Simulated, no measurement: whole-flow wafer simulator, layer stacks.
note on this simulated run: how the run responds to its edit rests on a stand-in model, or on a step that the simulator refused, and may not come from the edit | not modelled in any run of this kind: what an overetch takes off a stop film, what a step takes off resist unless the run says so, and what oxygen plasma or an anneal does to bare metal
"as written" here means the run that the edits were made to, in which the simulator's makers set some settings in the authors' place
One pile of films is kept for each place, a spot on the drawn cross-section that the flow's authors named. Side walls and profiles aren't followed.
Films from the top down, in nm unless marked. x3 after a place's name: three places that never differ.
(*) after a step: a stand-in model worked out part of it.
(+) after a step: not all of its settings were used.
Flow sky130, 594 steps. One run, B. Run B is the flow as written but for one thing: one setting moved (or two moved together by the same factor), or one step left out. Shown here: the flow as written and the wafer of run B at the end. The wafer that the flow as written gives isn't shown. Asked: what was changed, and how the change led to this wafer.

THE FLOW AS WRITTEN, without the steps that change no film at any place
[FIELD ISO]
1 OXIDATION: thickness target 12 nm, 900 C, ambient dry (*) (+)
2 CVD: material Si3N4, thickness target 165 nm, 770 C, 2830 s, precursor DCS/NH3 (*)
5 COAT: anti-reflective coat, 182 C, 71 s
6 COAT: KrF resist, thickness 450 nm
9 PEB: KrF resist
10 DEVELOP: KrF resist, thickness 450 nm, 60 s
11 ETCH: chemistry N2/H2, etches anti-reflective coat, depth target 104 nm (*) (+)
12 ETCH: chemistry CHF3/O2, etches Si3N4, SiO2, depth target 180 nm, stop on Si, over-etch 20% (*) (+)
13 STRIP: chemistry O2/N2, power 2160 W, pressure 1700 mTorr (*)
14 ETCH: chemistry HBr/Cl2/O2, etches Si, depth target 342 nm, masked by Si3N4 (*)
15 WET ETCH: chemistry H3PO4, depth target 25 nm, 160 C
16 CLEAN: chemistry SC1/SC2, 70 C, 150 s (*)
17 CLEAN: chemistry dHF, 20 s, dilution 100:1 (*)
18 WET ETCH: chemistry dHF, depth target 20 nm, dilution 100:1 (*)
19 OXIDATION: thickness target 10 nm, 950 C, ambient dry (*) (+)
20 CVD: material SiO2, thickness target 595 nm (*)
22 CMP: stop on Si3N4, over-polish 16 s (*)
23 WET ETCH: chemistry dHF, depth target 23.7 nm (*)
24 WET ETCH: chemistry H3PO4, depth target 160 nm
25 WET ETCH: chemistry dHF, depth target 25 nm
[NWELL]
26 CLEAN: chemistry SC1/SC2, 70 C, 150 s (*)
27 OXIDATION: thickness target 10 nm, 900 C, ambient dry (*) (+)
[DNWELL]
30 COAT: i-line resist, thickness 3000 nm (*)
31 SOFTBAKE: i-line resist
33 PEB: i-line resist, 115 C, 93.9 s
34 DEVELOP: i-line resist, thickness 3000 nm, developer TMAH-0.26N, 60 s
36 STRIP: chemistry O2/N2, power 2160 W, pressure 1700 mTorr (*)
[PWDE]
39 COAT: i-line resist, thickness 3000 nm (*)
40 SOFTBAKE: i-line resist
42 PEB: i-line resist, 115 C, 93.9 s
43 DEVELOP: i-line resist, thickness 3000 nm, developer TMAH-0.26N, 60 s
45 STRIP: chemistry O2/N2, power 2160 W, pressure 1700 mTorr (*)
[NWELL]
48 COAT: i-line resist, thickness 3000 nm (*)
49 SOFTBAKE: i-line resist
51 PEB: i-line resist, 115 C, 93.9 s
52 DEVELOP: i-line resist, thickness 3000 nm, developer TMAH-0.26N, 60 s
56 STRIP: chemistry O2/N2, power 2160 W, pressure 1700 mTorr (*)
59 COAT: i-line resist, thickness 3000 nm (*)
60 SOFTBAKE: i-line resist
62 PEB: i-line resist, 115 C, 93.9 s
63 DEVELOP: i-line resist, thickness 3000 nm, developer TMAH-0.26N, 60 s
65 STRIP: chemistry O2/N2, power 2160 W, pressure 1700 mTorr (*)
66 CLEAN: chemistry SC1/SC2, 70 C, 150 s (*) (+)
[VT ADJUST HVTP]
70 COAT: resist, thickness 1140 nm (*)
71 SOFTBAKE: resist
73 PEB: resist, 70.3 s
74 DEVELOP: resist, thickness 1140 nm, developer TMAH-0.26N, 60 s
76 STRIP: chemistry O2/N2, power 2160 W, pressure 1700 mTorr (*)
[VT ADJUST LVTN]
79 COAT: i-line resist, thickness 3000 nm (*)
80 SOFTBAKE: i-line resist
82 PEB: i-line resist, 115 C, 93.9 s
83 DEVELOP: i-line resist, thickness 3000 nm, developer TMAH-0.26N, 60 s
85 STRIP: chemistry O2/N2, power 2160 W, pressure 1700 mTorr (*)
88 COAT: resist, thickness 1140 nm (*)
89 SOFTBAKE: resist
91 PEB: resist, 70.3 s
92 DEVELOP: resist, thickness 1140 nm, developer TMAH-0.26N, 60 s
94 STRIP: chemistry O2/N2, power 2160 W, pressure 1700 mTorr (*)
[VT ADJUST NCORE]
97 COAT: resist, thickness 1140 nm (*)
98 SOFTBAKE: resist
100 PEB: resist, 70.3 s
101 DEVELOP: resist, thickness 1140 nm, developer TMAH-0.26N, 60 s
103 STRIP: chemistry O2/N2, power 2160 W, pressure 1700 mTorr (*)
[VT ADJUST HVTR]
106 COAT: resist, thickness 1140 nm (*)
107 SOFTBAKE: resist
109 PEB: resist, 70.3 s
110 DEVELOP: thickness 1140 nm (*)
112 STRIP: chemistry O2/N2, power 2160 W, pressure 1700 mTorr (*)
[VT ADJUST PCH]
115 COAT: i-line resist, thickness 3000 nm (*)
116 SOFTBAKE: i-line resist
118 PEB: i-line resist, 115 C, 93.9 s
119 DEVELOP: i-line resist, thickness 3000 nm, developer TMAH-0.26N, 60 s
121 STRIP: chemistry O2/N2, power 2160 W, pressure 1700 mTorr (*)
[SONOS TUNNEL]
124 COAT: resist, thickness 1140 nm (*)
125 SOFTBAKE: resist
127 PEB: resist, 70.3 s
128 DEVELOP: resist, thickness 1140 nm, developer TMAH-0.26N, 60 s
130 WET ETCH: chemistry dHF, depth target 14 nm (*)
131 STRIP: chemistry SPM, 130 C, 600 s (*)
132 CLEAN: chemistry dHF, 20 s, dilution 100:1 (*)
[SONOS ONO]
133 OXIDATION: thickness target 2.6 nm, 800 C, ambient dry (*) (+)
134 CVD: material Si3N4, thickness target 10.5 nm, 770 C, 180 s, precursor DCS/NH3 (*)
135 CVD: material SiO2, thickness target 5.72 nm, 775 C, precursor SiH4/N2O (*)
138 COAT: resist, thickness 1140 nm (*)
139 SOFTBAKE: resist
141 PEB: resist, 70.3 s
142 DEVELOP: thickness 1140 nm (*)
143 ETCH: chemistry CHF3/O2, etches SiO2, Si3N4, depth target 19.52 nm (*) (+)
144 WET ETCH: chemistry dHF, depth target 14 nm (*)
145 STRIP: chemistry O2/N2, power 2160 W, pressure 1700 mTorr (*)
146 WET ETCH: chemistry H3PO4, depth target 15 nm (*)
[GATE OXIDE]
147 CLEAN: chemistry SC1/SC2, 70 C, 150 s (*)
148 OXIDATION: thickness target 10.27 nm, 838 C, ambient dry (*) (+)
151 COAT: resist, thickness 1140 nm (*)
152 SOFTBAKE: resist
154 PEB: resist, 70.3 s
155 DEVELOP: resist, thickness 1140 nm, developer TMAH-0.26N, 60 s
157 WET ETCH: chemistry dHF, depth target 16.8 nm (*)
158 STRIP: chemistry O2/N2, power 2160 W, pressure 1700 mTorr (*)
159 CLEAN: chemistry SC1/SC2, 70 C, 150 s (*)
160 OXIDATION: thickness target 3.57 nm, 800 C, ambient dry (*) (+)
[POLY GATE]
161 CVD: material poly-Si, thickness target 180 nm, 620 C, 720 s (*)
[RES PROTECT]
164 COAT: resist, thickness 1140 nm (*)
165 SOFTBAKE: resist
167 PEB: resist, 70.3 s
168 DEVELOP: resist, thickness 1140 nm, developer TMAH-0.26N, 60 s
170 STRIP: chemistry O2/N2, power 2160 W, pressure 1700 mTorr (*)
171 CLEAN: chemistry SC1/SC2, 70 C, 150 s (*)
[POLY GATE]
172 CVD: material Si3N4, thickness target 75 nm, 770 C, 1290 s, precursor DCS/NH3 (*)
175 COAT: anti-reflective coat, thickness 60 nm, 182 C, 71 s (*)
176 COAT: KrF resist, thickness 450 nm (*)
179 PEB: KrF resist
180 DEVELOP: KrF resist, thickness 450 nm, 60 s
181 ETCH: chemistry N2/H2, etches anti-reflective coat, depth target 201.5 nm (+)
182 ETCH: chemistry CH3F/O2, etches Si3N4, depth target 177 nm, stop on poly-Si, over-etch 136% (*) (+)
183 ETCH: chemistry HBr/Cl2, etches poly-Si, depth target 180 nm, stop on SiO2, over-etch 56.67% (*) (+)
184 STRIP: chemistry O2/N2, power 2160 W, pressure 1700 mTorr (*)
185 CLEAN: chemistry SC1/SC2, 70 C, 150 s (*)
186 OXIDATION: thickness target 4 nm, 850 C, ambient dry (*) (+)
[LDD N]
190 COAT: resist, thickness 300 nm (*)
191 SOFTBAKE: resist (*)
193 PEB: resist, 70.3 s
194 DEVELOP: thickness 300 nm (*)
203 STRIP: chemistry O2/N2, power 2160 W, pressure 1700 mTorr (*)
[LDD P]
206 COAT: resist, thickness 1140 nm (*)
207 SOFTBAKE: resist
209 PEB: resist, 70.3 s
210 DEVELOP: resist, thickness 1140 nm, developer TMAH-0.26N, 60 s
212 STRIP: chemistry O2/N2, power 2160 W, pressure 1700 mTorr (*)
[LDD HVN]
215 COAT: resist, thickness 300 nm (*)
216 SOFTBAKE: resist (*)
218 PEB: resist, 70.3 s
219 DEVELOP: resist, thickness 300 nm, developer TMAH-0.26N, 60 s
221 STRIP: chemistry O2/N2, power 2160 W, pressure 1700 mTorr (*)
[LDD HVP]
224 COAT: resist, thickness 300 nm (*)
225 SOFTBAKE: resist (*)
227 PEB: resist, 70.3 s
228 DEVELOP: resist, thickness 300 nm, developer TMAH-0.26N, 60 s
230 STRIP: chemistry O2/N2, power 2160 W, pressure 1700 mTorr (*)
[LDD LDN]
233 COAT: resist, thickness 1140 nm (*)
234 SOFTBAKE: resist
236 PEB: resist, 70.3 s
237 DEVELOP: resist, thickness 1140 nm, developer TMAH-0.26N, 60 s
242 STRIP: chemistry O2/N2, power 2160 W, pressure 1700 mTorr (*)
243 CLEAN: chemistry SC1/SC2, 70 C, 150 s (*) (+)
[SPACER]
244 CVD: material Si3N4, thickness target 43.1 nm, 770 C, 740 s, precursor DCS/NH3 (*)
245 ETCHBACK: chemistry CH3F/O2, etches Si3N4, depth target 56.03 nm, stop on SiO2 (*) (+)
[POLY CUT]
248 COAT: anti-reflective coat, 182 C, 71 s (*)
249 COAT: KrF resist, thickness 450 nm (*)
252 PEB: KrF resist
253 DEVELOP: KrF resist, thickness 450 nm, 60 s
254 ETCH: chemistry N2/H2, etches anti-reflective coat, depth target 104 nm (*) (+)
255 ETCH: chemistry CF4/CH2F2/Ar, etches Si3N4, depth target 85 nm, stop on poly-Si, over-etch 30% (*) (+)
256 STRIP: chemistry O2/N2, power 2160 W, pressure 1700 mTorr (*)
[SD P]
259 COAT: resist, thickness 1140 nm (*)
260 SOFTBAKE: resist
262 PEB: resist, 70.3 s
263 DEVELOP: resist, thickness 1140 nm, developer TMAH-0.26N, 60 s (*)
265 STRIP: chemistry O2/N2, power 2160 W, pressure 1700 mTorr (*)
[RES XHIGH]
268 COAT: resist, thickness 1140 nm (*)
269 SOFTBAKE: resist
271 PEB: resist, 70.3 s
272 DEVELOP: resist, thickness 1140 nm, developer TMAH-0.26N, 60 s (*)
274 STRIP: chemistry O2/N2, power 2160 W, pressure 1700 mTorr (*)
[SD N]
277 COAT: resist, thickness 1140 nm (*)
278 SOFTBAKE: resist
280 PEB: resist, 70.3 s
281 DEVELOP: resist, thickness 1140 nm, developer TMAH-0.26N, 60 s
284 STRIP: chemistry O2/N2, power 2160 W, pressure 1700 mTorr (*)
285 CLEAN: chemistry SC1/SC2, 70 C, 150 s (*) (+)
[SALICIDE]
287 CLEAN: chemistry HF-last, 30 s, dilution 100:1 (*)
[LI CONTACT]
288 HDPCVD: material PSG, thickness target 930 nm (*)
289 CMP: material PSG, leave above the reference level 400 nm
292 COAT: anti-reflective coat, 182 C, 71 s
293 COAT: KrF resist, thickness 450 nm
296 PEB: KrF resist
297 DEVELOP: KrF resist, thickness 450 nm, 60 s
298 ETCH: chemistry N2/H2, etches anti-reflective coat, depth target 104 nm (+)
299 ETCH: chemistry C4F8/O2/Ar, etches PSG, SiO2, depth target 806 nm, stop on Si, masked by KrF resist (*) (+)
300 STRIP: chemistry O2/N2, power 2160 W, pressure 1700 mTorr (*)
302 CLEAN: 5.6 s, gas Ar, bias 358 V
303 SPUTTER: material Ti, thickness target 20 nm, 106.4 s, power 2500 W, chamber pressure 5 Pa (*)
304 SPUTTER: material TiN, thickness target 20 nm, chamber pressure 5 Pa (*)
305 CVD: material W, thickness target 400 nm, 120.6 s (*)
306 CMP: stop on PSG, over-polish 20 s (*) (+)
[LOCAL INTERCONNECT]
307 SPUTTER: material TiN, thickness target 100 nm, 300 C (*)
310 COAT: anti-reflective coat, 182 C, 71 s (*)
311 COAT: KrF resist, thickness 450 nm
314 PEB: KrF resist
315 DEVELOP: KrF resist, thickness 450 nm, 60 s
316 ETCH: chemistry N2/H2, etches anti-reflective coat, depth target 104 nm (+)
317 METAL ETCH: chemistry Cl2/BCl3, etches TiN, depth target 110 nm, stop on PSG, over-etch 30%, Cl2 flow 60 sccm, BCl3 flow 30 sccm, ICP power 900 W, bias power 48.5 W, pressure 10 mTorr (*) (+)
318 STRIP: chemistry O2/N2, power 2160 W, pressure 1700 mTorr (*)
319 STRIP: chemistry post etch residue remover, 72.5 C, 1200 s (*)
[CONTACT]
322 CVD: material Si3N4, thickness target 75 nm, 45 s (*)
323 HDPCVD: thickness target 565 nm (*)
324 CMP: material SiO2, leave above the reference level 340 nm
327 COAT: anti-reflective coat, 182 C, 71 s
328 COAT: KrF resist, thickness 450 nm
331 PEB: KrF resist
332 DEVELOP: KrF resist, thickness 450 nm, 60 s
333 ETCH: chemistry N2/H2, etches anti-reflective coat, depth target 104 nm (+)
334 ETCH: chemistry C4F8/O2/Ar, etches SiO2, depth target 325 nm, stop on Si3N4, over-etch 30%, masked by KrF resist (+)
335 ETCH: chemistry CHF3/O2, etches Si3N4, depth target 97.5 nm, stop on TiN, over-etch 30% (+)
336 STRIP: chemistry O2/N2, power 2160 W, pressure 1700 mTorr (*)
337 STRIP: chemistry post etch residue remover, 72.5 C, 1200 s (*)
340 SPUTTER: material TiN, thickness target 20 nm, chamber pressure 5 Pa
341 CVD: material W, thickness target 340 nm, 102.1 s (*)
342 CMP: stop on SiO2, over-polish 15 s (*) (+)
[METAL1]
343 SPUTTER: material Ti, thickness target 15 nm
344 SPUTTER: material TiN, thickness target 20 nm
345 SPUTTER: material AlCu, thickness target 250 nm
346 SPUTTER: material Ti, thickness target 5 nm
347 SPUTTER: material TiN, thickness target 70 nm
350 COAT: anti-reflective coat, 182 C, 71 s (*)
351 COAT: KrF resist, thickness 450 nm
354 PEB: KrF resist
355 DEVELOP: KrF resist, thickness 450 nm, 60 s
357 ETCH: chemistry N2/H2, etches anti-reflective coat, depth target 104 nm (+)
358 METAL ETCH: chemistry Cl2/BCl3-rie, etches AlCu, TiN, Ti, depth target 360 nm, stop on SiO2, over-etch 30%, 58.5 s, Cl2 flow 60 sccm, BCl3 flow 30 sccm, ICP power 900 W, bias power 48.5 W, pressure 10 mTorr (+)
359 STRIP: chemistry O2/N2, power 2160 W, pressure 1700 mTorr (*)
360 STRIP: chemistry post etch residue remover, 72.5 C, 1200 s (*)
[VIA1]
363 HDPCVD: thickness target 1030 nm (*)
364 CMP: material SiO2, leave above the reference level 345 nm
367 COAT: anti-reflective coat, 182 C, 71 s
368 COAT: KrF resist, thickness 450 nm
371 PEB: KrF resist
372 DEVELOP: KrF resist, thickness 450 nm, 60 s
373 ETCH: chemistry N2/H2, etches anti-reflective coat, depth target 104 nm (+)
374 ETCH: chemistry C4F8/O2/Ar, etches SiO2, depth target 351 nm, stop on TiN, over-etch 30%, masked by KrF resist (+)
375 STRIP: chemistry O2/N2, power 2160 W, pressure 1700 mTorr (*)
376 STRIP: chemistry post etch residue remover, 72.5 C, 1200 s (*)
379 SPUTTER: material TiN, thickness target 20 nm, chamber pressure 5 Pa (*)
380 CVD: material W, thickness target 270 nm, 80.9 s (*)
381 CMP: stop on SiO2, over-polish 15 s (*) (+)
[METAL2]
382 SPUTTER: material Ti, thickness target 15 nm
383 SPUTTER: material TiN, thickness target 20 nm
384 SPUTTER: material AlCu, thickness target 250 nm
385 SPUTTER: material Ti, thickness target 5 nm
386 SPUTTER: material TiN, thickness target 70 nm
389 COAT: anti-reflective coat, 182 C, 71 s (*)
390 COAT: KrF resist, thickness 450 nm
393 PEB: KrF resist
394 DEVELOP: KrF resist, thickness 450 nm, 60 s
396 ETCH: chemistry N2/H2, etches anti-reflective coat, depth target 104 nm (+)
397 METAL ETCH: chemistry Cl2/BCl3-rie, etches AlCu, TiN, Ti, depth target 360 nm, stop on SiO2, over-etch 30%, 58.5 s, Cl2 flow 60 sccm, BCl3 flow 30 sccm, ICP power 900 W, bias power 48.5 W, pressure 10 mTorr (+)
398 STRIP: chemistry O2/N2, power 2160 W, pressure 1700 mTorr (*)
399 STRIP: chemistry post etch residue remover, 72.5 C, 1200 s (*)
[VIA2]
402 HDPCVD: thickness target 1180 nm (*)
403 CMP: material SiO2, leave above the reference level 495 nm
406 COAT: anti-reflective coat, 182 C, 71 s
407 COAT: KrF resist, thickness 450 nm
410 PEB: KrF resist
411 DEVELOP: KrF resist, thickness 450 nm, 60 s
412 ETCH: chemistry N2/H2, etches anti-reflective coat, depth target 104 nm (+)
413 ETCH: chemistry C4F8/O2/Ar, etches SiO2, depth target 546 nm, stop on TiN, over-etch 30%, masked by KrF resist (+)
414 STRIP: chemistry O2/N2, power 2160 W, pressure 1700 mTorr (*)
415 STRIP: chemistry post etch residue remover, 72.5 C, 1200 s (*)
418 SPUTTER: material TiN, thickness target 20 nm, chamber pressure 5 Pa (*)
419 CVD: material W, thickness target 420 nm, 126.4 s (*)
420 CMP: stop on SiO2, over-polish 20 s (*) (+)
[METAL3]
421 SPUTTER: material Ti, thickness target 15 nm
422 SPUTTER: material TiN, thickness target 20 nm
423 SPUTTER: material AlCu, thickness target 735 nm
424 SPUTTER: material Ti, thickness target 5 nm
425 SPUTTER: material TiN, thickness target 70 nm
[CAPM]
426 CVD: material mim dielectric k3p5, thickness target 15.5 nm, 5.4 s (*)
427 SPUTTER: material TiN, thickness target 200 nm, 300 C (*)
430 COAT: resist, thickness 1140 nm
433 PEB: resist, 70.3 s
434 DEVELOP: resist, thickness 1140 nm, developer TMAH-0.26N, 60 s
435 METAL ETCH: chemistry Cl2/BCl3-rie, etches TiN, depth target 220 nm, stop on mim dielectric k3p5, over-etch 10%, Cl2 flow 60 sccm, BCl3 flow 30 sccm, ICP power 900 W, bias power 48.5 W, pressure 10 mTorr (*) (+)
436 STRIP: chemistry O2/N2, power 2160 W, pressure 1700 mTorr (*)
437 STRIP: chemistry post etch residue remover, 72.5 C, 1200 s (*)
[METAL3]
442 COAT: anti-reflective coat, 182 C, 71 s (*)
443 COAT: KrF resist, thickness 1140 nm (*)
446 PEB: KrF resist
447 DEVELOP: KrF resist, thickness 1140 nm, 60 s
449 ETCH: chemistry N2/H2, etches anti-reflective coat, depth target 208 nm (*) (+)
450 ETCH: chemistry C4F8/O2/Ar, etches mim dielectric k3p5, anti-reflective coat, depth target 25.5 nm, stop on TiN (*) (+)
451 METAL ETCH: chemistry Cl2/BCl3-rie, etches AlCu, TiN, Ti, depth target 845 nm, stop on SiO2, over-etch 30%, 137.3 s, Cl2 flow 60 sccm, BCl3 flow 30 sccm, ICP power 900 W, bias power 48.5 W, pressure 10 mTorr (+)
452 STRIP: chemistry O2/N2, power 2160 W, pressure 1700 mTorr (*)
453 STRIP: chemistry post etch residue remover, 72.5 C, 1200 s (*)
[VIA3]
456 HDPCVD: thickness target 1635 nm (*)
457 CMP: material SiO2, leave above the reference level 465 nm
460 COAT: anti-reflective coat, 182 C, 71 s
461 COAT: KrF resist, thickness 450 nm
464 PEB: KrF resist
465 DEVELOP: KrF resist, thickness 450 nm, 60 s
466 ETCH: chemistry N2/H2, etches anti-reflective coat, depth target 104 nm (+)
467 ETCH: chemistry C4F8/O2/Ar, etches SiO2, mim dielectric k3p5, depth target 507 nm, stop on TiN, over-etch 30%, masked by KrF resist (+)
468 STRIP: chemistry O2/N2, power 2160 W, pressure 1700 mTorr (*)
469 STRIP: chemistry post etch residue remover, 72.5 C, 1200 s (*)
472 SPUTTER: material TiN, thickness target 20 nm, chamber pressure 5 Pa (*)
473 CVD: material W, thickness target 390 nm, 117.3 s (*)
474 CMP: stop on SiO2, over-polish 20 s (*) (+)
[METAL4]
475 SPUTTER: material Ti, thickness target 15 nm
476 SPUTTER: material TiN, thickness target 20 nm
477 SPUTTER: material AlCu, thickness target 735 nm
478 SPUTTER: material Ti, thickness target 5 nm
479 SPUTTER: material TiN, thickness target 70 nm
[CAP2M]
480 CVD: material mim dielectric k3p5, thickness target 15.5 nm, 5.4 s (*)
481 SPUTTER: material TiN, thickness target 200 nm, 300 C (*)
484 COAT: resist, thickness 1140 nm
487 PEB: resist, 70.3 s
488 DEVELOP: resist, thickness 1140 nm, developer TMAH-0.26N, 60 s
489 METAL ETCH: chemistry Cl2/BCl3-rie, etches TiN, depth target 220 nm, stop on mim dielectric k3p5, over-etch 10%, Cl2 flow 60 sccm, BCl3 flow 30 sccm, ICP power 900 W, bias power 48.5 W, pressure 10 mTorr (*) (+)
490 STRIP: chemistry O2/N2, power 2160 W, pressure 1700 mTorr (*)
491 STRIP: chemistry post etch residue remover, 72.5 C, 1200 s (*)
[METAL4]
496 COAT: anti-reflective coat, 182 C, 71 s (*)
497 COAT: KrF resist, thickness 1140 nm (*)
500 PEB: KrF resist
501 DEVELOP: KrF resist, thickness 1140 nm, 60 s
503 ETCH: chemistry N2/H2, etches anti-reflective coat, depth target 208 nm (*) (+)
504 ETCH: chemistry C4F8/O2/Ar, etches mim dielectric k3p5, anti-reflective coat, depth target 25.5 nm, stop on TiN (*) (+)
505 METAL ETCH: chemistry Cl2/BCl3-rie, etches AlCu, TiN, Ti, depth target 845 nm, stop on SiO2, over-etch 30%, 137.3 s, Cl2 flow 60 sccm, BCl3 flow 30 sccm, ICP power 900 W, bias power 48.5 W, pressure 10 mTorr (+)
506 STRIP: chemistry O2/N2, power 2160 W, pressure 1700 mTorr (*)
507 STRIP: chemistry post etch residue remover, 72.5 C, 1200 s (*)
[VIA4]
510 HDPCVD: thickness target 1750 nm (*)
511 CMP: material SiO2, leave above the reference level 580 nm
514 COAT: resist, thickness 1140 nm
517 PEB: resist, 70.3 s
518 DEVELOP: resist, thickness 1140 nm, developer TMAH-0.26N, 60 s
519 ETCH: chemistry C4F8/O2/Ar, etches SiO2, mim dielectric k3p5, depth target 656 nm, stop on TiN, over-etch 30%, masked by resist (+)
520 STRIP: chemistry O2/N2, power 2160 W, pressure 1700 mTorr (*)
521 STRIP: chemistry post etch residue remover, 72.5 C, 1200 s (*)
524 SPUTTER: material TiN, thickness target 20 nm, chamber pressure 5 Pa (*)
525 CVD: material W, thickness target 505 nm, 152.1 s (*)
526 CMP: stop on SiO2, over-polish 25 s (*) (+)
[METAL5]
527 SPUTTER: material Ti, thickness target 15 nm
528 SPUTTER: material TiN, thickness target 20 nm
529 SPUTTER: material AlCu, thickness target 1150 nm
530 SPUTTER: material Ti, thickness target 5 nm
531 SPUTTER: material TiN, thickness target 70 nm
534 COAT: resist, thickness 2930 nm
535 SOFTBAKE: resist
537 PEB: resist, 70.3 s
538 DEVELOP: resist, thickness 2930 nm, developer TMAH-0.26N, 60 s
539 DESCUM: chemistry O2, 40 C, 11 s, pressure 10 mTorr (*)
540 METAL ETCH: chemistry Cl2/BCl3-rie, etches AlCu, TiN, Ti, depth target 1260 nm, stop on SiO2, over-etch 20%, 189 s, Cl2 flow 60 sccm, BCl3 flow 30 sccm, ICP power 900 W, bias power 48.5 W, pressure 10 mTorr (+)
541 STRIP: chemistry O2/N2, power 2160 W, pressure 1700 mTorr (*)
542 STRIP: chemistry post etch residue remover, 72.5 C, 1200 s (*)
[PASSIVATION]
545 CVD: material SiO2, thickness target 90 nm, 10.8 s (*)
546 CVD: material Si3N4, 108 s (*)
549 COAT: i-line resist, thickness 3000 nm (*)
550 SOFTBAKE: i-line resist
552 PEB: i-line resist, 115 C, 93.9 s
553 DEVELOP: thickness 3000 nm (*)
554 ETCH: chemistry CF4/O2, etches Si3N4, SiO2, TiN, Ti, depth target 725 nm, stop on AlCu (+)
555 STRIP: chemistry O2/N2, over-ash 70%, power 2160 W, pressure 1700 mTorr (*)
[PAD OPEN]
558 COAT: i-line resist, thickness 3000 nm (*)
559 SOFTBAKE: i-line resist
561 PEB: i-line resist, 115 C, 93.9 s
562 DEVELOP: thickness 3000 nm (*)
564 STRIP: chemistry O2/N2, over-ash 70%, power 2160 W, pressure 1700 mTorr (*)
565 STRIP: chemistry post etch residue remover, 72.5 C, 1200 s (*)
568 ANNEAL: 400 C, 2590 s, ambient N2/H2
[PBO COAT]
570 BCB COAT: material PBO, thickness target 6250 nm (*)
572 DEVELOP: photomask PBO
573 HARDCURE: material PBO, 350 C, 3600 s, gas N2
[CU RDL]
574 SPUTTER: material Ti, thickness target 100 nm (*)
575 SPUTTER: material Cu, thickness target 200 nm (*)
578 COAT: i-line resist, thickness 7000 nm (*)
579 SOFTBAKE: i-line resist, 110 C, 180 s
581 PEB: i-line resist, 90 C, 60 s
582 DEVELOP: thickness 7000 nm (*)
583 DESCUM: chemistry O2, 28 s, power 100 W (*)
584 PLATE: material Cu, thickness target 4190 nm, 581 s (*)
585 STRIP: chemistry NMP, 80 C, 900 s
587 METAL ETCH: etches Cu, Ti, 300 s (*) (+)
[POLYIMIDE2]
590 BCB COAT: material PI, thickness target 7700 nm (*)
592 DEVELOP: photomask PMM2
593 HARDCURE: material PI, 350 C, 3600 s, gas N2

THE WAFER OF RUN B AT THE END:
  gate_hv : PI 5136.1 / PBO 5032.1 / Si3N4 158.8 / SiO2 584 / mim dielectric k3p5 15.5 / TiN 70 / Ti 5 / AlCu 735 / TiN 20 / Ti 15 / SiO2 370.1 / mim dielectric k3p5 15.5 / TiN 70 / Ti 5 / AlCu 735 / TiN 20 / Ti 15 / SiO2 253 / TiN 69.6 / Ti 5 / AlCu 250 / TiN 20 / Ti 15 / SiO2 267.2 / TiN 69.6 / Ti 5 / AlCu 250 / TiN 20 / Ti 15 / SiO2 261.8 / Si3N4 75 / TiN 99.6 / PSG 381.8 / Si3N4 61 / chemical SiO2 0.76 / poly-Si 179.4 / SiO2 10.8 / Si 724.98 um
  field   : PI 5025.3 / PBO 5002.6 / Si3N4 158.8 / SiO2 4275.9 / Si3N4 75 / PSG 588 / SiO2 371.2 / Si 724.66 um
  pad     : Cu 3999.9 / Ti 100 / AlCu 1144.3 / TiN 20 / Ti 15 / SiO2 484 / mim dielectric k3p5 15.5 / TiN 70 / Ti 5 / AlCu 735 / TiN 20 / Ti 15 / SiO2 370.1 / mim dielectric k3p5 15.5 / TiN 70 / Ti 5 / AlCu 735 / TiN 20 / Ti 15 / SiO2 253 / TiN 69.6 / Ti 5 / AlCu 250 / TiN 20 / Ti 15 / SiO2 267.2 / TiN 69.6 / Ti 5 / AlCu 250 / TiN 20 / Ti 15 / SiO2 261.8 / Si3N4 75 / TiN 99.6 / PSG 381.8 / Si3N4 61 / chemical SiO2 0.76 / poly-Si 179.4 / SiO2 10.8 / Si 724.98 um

The cause: step 403, CMP: leave above the reference level 332 nm was run, where the flow has leave above the reference level 495 nm.

How the change led to this, step by step:
  403 CMP: material SiO2, leave above the reference level 495 nm
      n_well, p_well, gate_hv and 101 more: SiO2 -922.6 (as written it would be: SiO2 -759.6)
      field, active, gate and 82 more: SiO2 -552.1 (as written it would be: SiO2 -389.1)
      (and at 2 more places)
  413 ETCH: chemistry C4F8/O2/Ar, etches SiO2, depth target 546 nm, stop on TiN, over-etch 30%, masked by KrF resist (+)
      field, active, n_well and 186 more: KrF resist -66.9 (as written it would be: KrF resist -109.2)
      m1: SiO2 -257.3 (all of it) (as written it would be: SiO2 -420.3 (all of it))
      (and at 1 more place)
  414 STRIP: chemistry O2/N2, power 2160 W, pressure 1700 mTorr (*)
      field, active, n_well and 186 more: KrF resist -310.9 (all of it), anti-reflective coat -80 (all of it) (as written it would be: KrF resist -268.6 (all of it), anti-reflective coat -80 (all of it))
  418 SPUTTER: material TiN, thickness target 20 nm, chamber pressure 5 Pa (*)
      m1, via2_hole: TiN +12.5 (as written it would be: TiN +10.2)
  419 CVD: material W, thickness target 420 nm, 126.4 s (*)
      m1: W +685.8 (new film) (as written it would be: W +851.1 (new film))
      via2_hole: W +685.3 (new film) (as written it would be: W +850.7 (new film))
